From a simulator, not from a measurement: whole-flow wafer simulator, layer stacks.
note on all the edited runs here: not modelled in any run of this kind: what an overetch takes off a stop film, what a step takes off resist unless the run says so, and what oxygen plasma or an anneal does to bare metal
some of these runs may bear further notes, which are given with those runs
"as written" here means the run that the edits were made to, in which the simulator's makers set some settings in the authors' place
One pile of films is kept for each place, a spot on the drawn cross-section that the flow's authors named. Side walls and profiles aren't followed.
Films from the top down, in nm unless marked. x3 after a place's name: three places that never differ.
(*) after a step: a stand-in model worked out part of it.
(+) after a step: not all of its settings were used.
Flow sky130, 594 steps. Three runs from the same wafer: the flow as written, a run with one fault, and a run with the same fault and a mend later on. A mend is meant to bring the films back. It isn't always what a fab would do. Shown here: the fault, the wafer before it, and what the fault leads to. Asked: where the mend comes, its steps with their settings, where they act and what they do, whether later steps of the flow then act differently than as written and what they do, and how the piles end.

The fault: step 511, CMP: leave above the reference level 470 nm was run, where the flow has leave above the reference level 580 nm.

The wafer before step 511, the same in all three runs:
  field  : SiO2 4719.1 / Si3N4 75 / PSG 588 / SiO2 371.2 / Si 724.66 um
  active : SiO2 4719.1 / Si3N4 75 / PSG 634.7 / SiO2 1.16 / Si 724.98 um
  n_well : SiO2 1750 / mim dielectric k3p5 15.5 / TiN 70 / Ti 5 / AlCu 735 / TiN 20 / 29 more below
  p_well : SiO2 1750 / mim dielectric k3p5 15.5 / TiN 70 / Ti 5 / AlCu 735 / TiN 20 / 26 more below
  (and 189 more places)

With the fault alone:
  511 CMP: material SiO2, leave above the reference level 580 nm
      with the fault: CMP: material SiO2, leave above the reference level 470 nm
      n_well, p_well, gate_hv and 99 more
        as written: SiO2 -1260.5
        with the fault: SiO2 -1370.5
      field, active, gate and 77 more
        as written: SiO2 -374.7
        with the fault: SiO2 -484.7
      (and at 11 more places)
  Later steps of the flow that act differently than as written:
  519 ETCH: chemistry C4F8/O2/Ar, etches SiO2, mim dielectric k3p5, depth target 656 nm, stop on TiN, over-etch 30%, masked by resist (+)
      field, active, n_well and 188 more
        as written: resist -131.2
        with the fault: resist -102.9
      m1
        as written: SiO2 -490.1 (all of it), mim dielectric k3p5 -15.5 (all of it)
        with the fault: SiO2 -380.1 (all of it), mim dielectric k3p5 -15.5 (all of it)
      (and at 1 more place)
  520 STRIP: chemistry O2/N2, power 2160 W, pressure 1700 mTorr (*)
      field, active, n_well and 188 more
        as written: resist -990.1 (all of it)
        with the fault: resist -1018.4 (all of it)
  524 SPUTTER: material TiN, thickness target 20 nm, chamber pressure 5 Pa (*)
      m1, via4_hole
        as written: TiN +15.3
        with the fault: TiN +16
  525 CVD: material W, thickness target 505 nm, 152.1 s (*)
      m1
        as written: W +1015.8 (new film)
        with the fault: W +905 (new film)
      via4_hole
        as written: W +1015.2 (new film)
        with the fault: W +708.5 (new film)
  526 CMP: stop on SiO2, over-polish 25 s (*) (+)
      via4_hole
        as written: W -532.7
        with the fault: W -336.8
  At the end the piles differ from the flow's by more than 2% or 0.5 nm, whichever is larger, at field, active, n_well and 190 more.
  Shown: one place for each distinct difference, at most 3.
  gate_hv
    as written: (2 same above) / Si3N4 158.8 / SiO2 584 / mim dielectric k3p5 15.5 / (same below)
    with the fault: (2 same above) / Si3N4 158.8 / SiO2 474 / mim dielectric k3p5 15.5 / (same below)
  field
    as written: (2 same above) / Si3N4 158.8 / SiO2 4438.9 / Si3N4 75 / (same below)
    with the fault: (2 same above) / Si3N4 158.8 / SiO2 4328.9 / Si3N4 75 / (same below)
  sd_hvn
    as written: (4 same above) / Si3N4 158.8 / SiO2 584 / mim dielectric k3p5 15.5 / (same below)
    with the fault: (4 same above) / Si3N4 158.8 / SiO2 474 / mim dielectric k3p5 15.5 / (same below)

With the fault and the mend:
  The mend comes after step 511.
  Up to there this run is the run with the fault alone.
  511a HDPCVD: thickness target 110 nm (*) (the flow's step 510 once more, with other settings)
      field, active, n_well and 190 more
        SiO2 +110
  No later step of the flow acts differently than as written at any place that is followed.
  At the end the piles are the same as the flow's at every place that both follow.
